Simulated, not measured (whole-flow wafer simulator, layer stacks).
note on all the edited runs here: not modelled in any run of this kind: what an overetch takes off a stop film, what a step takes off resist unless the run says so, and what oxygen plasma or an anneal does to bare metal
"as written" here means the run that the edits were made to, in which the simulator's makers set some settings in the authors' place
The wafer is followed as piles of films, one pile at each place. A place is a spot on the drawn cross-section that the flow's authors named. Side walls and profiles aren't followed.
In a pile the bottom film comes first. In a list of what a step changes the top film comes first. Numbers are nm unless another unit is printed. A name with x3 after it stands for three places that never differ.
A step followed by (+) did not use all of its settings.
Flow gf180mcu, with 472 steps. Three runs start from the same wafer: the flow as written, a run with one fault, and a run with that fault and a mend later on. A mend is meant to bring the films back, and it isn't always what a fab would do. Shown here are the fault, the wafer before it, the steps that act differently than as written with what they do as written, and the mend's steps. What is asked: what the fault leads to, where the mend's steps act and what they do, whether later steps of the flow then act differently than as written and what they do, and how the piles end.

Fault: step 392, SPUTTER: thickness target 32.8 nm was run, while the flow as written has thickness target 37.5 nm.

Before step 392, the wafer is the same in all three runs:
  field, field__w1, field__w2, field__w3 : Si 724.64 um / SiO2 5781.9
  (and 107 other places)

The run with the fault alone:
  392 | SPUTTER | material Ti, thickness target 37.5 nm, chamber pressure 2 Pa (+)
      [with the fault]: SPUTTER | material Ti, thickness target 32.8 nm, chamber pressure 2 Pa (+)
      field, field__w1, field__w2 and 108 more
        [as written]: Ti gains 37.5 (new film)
        [with the fault]: Ti gains 32.8 (new film)
  Steps later in the flow that act otherwise than as written (not shown: 2 more steps that differ only slightly, by at most 2% or 0.5 nm, whichever is larger):
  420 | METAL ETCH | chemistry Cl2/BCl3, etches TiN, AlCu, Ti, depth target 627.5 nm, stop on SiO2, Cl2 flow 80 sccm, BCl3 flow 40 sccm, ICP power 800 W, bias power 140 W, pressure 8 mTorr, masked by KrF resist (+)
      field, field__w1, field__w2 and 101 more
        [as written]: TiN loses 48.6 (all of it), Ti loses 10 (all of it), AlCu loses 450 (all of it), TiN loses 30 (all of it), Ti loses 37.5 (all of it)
        [with the fault]: TiN loses 48.6 (all of it), Ti loses 10 (all of it), AlCu loses 450 (all of it), TiN loses 30 (all of it), Ti loses 32.8 (all of it)
  By the end, the piles at field__w4, field__w8, contact, m1, m1__w1, mim, mim_1p0, m1_nw depart from the flow's by more than 2% or 0.5 nm, whichever is larger.
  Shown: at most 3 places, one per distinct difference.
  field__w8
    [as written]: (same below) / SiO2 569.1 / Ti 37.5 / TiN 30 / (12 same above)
    [with the fault]: (same below) / SiO2 569.1 / Ti 32.8 / TiN 30 / (12 same above)
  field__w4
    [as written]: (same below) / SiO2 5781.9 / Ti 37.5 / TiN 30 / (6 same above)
    [with the fault]: (same below) / SiO2 5781.9 / Ti 32.8 / TiN 30 / (6 same above)
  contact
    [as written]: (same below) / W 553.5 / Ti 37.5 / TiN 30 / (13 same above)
    [with the fault]: (same below) / W 553.5 / Ti 32.8 / TiN 30 / (13 same above)

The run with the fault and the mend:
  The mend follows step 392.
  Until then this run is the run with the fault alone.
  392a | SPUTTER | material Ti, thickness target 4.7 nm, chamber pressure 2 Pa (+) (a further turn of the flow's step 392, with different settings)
      field, field__w1, field__w2 and 108 more
        Ti gains 4.7
  Every later step of the flow that is run acts as written at every place that is followed.
  By the end, the piles equal the flow's at every place that both follow.
